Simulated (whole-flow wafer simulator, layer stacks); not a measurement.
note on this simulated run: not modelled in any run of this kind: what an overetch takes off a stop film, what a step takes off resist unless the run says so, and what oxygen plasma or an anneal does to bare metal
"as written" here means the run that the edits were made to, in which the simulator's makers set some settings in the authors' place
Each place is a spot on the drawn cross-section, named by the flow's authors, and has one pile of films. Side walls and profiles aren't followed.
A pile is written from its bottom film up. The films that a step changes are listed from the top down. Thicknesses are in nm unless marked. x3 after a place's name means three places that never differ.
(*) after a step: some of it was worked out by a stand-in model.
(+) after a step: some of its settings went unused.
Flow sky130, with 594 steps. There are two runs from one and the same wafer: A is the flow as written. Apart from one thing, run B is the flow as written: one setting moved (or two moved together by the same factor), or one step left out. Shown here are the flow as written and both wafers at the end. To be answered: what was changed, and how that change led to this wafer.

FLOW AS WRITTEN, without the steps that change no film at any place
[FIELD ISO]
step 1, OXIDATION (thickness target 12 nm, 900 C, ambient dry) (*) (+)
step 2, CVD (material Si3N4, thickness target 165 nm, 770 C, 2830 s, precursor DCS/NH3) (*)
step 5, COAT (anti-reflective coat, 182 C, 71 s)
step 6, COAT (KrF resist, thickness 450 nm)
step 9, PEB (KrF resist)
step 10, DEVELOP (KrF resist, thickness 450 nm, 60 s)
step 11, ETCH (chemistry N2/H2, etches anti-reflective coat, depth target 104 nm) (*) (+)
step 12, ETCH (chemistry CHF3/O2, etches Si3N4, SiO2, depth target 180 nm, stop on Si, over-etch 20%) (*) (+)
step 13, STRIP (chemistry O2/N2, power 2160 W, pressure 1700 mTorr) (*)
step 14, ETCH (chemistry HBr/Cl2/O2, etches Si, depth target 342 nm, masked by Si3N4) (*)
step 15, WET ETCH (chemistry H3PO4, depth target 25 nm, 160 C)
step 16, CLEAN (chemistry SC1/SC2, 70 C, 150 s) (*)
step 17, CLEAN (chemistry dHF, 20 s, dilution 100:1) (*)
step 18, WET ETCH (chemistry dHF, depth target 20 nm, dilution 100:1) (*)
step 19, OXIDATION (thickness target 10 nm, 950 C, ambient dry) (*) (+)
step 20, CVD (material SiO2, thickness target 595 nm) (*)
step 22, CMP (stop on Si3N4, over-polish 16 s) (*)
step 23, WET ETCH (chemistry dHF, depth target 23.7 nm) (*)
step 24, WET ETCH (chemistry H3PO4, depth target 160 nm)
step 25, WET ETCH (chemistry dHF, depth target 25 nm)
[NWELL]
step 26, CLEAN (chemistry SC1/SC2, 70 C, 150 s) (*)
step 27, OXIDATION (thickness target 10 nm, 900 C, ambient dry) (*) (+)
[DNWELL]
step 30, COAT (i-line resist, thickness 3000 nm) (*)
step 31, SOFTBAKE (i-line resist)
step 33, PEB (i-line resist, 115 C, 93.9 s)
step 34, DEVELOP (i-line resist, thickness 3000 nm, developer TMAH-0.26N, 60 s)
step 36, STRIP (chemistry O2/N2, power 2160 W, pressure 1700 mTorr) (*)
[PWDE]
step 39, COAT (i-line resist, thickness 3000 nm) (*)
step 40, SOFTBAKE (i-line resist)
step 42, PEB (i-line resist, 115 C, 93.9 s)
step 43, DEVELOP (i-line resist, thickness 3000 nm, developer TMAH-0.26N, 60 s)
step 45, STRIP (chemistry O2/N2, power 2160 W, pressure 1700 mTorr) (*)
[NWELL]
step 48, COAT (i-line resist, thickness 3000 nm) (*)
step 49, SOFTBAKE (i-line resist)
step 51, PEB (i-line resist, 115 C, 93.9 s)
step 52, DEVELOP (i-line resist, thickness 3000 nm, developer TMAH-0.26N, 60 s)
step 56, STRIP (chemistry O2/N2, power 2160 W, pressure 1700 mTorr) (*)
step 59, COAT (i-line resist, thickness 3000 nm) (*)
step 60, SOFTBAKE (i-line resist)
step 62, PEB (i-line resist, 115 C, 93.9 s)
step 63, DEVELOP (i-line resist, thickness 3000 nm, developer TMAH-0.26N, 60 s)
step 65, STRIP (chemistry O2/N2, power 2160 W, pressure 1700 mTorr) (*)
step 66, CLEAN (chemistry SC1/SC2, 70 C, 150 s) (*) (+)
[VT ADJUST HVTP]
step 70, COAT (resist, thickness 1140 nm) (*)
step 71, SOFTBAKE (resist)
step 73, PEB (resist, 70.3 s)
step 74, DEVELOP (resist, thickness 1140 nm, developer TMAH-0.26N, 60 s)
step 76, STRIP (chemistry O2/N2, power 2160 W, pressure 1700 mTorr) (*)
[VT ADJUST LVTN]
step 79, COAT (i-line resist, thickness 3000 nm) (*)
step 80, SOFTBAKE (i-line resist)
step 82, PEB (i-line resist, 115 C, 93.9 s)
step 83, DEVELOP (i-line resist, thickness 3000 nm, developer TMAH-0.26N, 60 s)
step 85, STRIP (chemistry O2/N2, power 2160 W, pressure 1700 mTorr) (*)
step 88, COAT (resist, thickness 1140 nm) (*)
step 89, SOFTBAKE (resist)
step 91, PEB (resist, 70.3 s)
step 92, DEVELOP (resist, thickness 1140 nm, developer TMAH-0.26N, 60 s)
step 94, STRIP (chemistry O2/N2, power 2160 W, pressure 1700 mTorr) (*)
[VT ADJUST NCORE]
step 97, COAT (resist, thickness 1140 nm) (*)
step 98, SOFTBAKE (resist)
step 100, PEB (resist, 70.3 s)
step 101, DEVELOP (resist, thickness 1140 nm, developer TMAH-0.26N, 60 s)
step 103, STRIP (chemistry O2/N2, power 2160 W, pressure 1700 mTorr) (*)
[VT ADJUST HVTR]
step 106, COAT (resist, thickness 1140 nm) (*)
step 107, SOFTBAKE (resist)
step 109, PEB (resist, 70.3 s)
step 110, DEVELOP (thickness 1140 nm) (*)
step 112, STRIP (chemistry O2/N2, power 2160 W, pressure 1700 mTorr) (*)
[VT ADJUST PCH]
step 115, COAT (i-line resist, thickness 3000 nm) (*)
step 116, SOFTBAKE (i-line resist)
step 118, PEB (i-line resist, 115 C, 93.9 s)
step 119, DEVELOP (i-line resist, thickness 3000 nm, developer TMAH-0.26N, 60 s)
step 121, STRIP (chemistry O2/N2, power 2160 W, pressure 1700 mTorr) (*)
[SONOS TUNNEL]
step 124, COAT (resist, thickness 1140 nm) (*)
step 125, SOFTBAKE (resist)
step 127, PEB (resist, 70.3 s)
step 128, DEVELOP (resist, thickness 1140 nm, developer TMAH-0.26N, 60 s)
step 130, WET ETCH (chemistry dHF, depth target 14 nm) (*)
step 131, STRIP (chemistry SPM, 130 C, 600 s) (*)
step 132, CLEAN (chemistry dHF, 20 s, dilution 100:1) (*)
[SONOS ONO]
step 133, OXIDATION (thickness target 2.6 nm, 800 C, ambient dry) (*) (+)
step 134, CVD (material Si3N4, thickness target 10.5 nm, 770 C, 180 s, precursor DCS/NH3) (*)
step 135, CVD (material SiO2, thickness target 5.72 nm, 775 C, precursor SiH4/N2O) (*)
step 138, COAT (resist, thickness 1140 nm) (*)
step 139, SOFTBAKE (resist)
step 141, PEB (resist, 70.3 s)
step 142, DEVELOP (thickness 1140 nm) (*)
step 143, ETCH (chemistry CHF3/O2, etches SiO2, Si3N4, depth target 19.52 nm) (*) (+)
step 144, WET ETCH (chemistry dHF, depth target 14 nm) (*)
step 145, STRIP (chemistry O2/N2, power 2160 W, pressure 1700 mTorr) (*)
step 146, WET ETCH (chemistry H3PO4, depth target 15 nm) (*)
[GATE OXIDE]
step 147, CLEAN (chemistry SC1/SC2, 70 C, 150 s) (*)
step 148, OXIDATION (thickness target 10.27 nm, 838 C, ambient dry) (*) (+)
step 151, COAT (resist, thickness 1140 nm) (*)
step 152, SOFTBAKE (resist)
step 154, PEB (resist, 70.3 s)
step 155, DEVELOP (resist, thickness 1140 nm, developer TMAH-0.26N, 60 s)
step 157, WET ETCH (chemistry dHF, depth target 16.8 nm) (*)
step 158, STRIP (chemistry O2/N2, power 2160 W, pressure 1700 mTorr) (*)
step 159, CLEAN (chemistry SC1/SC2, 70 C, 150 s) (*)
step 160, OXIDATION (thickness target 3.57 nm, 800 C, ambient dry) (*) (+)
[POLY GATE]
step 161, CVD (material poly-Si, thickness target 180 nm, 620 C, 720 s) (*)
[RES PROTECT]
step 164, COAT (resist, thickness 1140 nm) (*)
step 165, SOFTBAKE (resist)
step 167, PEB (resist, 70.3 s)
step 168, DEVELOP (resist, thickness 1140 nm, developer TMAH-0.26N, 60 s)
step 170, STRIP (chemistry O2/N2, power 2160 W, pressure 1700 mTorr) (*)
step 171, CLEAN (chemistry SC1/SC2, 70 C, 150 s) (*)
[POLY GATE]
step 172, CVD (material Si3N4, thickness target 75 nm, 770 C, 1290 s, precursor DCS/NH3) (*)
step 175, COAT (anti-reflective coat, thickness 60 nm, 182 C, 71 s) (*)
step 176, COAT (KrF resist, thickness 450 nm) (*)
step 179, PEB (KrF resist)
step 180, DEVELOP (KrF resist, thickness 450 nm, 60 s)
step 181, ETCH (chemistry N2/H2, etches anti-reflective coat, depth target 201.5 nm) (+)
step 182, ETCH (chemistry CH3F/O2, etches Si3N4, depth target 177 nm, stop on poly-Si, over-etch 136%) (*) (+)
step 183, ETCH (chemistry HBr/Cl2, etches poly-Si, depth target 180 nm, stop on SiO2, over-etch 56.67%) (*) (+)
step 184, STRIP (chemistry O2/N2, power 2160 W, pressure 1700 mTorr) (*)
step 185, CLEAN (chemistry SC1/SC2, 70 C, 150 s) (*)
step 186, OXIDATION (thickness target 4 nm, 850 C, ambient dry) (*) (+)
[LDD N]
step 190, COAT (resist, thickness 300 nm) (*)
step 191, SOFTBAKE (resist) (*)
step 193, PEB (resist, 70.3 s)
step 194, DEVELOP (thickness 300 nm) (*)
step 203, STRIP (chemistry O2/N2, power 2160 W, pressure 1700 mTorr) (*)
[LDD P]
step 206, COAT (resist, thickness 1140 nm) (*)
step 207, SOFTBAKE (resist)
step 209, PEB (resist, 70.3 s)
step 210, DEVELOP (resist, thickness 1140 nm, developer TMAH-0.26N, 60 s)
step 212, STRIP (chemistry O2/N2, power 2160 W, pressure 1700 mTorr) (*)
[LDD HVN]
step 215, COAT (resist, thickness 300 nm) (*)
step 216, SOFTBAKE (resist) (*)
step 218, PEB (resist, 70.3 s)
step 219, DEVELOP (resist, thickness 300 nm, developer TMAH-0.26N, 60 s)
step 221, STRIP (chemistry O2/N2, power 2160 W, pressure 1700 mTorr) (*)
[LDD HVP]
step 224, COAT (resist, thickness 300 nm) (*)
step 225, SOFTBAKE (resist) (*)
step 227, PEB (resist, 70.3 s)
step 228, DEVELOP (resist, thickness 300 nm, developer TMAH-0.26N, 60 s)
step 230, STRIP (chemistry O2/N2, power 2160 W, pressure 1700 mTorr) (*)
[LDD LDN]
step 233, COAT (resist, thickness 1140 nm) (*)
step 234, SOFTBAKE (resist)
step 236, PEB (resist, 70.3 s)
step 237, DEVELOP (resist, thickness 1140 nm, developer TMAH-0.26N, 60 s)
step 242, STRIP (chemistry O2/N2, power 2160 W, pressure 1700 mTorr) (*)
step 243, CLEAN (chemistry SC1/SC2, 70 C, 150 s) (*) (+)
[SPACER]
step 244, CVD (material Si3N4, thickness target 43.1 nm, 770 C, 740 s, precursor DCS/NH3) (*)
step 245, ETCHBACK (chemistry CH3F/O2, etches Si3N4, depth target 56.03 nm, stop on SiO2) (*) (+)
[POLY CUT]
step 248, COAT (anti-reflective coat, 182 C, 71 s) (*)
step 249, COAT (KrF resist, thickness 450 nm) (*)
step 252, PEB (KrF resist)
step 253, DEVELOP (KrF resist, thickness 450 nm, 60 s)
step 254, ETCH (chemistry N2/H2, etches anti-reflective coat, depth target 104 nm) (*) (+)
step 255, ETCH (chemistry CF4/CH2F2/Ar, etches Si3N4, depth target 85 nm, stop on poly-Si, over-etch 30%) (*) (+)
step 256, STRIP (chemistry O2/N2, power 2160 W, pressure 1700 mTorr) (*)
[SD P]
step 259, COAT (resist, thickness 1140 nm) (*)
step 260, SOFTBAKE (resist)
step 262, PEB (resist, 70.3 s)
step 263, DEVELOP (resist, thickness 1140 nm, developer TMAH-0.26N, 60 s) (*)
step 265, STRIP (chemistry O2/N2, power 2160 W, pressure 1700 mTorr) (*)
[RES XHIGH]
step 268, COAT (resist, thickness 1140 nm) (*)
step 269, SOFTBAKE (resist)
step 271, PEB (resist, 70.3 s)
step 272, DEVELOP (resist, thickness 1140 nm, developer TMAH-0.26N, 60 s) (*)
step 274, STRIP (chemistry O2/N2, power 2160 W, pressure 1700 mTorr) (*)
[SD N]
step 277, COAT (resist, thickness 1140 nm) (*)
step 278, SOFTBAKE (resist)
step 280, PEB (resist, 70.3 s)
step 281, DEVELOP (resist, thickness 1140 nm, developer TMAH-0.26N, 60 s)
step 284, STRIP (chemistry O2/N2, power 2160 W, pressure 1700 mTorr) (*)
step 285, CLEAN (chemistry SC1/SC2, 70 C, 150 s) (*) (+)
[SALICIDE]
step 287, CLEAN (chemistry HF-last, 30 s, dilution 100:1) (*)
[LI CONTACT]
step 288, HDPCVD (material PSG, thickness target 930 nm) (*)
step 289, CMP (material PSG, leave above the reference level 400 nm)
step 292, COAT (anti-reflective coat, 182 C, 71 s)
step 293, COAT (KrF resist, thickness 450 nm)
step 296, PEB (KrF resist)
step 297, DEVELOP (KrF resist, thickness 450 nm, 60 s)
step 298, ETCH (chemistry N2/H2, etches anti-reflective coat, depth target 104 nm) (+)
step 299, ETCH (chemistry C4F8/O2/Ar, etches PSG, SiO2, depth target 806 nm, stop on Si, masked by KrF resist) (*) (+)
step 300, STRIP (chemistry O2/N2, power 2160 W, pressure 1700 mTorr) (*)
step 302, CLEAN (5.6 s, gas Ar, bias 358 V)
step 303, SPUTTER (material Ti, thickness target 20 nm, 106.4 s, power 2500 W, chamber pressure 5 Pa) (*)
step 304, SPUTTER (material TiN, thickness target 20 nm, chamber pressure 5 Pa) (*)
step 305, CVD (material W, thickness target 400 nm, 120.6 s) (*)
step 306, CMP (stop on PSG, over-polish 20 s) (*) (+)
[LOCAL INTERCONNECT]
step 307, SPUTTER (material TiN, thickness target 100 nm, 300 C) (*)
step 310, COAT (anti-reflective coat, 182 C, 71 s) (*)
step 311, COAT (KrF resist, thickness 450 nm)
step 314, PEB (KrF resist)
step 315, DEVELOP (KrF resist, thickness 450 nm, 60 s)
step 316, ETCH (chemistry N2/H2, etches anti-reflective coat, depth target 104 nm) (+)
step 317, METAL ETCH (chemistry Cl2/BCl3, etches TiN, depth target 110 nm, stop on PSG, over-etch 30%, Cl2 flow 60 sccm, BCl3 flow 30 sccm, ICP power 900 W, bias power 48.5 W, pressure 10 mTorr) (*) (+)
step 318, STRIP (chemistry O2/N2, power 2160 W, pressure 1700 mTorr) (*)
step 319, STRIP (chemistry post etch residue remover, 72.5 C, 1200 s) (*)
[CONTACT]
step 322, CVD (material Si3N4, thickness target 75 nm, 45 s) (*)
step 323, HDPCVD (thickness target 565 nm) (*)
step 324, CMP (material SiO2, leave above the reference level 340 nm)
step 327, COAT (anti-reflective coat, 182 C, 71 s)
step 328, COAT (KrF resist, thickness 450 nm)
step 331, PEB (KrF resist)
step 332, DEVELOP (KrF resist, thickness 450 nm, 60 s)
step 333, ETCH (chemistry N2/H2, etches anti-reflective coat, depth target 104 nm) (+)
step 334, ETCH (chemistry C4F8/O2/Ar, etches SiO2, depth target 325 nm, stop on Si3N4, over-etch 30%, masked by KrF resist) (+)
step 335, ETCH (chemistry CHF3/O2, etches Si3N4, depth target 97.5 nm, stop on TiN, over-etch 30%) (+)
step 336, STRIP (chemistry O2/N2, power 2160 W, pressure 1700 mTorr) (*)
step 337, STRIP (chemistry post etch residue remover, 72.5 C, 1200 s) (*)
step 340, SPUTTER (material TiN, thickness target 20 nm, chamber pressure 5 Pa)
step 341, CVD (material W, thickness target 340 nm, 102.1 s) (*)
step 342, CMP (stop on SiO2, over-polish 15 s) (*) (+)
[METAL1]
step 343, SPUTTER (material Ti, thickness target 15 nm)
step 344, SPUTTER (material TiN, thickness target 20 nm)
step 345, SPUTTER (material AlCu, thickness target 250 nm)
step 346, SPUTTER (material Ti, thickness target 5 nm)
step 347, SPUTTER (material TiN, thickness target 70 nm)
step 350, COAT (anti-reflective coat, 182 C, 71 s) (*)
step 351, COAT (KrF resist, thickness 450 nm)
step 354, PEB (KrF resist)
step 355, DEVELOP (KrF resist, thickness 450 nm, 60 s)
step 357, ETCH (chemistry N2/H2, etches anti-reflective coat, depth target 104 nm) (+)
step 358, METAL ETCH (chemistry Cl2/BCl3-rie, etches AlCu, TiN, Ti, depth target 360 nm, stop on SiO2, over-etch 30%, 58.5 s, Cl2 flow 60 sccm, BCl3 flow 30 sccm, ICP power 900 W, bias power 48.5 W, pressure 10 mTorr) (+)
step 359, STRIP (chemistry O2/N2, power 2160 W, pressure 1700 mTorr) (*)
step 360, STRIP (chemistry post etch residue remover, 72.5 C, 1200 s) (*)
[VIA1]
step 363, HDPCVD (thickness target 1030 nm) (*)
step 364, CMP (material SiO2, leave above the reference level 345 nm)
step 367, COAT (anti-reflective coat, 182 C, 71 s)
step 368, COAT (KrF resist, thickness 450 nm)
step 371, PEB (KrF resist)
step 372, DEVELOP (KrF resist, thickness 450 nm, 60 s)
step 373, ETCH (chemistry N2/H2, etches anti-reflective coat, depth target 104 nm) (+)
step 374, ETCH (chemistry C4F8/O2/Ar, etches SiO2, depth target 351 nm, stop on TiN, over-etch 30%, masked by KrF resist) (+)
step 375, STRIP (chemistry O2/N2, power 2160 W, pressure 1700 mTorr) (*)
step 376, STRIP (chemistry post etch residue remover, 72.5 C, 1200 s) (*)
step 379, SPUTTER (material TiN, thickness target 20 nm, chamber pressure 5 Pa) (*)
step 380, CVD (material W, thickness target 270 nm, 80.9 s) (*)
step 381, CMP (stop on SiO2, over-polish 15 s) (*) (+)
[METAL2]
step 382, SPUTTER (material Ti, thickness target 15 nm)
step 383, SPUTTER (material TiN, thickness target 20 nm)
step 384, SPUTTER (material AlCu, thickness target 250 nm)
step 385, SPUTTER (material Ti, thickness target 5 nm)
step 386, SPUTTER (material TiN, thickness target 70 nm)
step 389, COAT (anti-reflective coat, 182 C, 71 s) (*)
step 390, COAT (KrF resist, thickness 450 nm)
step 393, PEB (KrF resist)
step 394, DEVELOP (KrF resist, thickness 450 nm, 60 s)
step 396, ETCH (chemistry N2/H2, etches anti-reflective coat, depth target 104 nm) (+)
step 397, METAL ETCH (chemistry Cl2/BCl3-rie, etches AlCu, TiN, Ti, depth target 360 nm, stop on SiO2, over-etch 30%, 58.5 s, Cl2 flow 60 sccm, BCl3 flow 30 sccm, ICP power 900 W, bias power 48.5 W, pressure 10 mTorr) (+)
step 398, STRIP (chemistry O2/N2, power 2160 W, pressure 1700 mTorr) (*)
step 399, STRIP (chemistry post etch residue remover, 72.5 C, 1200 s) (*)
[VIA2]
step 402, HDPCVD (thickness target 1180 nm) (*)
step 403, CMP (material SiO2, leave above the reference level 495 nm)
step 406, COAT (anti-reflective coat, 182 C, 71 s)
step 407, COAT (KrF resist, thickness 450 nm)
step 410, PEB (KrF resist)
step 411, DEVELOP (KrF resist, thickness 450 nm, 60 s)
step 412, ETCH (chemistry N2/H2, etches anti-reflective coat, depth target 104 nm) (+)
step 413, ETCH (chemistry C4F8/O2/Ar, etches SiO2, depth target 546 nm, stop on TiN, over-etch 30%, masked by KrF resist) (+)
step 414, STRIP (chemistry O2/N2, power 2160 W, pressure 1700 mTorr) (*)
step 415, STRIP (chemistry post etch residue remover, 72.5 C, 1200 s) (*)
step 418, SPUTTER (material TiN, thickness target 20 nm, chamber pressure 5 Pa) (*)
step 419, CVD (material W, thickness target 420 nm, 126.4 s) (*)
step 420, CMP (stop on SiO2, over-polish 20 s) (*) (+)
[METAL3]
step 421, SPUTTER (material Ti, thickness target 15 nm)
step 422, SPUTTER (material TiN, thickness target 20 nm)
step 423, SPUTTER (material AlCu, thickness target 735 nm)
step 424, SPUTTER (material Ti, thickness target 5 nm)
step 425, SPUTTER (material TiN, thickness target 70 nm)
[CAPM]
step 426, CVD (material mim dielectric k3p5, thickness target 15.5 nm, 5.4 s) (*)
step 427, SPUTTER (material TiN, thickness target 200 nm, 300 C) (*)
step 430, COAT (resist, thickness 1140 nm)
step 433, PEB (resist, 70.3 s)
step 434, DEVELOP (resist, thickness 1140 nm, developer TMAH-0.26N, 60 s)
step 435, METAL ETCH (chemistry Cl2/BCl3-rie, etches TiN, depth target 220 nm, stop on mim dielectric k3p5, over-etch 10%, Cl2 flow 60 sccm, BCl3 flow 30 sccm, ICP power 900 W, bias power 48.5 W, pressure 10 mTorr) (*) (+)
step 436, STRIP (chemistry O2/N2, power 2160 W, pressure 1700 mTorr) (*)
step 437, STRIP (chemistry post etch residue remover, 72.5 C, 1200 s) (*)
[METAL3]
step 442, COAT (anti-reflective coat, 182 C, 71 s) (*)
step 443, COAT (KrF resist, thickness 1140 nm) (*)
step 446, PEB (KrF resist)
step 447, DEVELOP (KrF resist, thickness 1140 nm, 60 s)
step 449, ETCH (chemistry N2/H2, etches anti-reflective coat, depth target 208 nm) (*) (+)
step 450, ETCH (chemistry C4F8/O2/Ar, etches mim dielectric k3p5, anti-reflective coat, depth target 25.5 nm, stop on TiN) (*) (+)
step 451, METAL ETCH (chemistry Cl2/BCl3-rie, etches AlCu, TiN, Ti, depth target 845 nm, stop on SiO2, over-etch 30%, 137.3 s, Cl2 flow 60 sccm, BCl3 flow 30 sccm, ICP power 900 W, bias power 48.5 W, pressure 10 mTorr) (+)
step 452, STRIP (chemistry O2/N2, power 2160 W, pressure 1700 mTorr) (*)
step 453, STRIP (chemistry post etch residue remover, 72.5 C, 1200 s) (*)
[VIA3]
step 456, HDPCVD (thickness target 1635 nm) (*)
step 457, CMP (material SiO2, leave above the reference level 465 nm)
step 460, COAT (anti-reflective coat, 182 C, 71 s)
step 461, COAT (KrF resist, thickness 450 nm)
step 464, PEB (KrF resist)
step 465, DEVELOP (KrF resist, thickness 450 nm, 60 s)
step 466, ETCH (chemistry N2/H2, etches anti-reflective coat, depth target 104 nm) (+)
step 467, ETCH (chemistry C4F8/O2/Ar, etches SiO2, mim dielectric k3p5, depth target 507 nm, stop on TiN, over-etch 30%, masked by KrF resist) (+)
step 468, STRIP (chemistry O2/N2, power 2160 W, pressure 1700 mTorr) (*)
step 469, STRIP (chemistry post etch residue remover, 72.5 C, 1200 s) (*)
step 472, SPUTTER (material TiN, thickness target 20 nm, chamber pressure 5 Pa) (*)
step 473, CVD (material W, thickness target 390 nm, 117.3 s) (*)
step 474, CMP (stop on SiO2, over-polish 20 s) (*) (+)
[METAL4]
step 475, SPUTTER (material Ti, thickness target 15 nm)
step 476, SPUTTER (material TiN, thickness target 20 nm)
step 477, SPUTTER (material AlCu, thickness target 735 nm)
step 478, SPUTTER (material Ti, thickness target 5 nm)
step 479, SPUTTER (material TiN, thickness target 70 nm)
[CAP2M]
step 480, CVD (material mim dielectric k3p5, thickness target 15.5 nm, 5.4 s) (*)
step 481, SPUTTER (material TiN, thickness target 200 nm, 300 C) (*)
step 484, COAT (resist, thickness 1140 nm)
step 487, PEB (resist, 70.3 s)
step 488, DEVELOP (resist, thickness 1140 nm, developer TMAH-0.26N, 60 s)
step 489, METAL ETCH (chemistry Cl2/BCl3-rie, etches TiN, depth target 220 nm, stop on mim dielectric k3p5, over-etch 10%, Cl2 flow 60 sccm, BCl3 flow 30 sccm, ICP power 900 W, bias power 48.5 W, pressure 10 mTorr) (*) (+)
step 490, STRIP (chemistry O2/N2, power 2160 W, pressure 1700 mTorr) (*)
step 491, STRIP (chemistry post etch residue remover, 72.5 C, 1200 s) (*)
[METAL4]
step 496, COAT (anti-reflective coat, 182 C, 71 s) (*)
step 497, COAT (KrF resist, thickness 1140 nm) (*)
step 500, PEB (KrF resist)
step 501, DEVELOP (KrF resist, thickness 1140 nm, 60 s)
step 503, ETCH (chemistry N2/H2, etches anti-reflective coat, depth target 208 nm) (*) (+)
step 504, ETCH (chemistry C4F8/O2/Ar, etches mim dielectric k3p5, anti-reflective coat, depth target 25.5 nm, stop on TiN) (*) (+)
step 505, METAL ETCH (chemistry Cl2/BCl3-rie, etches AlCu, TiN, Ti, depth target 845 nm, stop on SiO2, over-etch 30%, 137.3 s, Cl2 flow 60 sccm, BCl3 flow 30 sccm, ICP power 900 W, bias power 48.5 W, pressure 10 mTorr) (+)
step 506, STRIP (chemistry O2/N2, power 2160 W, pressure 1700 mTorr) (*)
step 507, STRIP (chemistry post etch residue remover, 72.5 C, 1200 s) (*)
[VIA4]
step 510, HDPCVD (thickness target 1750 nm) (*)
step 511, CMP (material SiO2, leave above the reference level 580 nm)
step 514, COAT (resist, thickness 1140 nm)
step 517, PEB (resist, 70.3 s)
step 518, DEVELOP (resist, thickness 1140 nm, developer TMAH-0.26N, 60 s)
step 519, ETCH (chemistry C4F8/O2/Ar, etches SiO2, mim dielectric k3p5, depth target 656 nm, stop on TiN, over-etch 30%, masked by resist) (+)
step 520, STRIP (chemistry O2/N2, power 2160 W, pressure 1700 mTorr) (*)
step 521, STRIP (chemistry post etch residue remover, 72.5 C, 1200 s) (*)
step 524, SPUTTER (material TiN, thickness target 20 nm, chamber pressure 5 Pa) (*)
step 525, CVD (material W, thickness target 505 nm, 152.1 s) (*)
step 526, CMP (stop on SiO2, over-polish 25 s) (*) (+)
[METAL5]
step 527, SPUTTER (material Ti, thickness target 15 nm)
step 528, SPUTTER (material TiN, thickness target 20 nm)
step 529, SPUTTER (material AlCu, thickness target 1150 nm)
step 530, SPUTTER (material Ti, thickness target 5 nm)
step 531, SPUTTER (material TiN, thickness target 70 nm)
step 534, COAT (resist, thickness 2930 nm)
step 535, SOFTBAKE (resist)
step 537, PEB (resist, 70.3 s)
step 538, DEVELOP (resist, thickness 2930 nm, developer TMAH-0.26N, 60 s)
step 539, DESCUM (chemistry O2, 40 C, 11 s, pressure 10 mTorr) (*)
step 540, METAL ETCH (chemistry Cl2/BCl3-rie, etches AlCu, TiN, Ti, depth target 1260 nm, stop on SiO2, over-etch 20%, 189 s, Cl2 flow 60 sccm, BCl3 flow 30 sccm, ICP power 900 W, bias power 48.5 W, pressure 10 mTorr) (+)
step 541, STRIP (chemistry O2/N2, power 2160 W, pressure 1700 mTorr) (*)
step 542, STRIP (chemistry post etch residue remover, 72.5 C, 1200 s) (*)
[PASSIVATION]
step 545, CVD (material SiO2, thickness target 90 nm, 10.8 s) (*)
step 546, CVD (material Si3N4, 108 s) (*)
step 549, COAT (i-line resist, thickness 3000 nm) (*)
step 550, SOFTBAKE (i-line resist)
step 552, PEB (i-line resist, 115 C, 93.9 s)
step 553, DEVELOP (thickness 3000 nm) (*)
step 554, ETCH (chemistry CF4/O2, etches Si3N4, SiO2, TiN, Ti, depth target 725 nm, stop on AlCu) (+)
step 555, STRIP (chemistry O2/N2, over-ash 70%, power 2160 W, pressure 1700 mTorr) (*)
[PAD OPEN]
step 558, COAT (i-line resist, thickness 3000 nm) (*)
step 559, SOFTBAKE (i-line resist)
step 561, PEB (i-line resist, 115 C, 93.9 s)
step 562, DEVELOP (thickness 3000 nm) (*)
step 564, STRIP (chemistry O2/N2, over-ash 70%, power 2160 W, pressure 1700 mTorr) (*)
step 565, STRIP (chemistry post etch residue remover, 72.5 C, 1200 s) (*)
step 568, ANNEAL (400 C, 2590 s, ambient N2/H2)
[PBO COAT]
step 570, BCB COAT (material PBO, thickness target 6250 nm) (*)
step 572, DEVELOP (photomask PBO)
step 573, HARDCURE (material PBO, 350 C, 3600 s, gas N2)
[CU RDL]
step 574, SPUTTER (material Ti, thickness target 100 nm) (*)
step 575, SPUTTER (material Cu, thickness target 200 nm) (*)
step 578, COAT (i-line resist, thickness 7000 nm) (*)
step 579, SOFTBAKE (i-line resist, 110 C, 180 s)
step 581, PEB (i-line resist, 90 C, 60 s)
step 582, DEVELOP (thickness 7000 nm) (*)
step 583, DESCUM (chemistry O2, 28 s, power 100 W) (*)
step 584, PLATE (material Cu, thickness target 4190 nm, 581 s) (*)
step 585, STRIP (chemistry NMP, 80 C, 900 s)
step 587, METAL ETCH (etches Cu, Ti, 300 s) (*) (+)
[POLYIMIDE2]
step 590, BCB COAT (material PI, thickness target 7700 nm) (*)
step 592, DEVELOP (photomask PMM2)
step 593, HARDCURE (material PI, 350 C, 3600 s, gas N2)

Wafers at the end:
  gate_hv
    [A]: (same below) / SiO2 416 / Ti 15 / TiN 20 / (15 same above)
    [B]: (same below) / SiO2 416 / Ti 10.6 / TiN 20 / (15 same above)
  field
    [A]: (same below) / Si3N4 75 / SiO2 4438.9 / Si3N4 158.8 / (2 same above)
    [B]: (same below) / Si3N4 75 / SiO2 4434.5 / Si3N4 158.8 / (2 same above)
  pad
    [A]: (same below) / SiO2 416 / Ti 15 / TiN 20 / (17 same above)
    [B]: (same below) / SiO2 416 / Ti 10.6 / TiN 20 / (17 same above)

Cause: step 421, SPUTTER: thickness target 10.6 nm was run, whereas the flow has thickness target 15 nm.
One can read it off the wafer: gate_hv has Ti 10.6, and step 421 as written asks for 15 nm.

The path from the change to this, step by step:
  step 421, SPUTTER (material Ti, thickness target 15 nm)
      field, active, n_well and 188 more: A Ti gains 15 (new film) | B Ti gains 10.6 (new film)
  step 451, METAL ETCH (chemistry Cl2/BCl3-rie, etches AlCu, TiN, Ti, depth target 845 nm, stop on SiO2, over-etch 30%, 137.3 s, Cl2 flow 60 sccm, BCl3 flow 30 sccm, ICP power 900 W, bias power 48.5 W, pressure 10 mTorr) (+)
      field, gate, spacer and 68 more: A TiN loses 70 (all of it), Ti loses 5 (all of it), AlCu loses 735 (all of it), TiN loses 20 (all of it), Ti loses 15 (all of it), SiO2 loses 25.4 | B TiN loses 70 (all of it), Ti loses 5 (all of it), AlCu loses 735 (all of it), TiN loses 20 (all of it), Ti loses 10.6 (all of it), SiO2 loses 25.8
      active, vpp_ln, vpp_iso2 and 11 more: A TiN loses 70 (all of it), Ti loses 5 (all of it), AlCu loses 735 (all of it), TiN loses 20 (all of it), Ti loses 15 (all of it), SiO2 loses 25.3 | B TiN loses 70 (all of it), Ti loses 5 (all of it), AlCu loses 735 (all of it), TiN loses 20 (all of it), Ti loses 10.6 (all of it), SiO2 loses 25.8
